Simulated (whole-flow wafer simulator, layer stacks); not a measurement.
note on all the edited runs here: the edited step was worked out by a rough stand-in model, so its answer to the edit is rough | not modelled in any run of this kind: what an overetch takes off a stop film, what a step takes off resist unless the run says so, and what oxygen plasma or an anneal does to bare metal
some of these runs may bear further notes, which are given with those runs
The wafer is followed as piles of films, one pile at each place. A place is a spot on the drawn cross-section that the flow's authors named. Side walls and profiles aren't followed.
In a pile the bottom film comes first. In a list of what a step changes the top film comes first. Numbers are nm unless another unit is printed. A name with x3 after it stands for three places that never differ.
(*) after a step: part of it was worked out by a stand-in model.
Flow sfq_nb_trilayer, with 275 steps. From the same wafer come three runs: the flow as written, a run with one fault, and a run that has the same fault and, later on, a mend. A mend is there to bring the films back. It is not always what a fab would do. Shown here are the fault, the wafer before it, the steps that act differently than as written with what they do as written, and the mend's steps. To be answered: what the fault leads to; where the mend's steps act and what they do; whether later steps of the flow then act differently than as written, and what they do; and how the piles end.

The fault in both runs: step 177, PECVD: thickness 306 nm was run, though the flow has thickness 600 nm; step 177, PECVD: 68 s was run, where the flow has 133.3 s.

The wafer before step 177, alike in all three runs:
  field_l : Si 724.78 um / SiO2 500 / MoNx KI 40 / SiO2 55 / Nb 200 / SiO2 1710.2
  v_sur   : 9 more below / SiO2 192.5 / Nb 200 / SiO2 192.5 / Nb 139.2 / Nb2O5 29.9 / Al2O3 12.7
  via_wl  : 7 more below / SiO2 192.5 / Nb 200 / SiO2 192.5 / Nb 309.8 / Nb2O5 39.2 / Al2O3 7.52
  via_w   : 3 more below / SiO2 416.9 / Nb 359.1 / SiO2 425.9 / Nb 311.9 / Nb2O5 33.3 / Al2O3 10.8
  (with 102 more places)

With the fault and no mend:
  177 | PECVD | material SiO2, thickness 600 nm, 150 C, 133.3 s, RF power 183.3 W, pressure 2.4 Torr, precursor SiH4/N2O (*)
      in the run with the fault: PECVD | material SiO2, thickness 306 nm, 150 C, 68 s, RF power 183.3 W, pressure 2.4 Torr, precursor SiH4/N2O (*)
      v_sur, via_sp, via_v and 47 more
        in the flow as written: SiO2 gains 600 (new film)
        in the run with the fault: SiO2 gains 306 (new film)
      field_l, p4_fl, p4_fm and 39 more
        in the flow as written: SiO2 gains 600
        in the run with the fault: SiO2 gains 306
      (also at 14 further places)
  Later steps of the flow acting differently than as written (8 other steps are not shown; they differ only slightly, by no more than 2% or 0.5 nm, whichever is larger):
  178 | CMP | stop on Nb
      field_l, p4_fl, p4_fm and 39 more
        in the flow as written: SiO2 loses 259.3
        in the run with the fault: nothing
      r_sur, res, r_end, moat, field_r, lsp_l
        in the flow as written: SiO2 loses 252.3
        in the run with the fault: nothing
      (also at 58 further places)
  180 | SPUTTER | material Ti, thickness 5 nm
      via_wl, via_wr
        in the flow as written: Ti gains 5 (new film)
        in the run with the fault: Ti gains 4.17 (new film)
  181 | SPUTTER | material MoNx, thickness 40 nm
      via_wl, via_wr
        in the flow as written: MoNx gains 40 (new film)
        in the run with the fault: MoNx gains 33.8 (new film)
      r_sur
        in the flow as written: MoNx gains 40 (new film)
        in the run with the fault: MoNx gains 38.6 (new film)
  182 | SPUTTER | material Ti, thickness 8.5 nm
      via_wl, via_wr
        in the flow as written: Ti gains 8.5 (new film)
        in the run with the fault: Ti gains 6.97 (new film)
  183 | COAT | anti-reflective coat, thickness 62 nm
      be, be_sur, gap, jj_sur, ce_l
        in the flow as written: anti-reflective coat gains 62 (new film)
        in the run with the fault: anti-reflective coat gains 59.8 (new film)
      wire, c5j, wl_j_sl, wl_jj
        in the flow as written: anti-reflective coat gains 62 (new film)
        in the run with the fault: anti-reflective coat gains 59.7 (new film)
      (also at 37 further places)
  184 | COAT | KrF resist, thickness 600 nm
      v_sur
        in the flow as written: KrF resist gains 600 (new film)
        in the run with the fault: KrF resist gains 582.9 (new film)
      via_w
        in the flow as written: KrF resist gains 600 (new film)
        in the run with the fault: KrF resist gains 628.8 (new film)
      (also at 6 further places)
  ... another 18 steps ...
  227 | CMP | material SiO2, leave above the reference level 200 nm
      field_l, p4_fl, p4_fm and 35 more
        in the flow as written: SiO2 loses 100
        in the run with the fault: SiO2 loses 65.3
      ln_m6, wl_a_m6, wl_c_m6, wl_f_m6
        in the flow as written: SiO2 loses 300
        in the run with the fault: SiO2 loses 265.3
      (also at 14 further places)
  By the end, the piles at via_wl, via_w, via_wr and 7 more depart from the flow's by more than 2% or 0.5 nm, whichever is larger.
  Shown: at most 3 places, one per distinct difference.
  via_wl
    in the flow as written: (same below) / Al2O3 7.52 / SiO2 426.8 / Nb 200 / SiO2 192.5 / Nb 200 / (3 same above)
    in the run with the fault: (same below) / Al2O3 7.52 / SiO2 351.8 / Nb 194.5 / SiO2 273 / Nb 200 / (3 same above)
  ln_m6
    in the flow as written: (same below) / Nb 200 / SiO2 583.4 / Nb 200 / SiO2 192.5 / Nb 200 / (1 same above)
    in the run with the fault: (same below) / Nb 200 / SiO2 548.7 / Nb 200 / SiO2 227.2 / Nb 200 / (1 same above)
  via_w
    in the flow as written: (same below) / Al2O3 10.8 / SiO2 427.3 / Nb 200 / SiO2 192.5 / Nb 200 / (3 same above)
    in the run with the fault: (same below) / Al2O3 10.8 / SiO2 351.7 / Nb 194.4 / SiO2 273.7 / Nb 200 / (3 same above)

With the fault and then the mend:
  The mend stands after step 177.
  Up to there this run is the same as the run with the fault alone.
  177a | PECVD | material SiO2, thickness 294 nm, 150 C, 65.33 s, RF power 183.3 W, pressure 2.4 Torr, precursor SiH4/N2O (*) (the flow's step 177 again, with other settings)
      field_l, v_sur, via_sp and 94 more
        SiO2 gains 294
      r_sur, res, r_end, moat, field_r, lsp_l
        SiO2 gains 290.7
      via_wl, via_w, via_wr
        SiO2 gains 280.3
  Later steps of the flow acting differently than as written:
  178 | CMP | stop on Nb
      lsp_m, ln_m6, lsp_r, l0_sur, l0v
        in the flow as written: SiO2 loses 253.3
        in the run with the mend: SiO2 loses 259.3
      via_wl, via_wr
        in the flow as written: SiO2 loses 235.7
        in the run with the mend: SiO2 loses 206.2
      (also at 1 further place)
  The piles end the same as the flow's at every place that both follow.
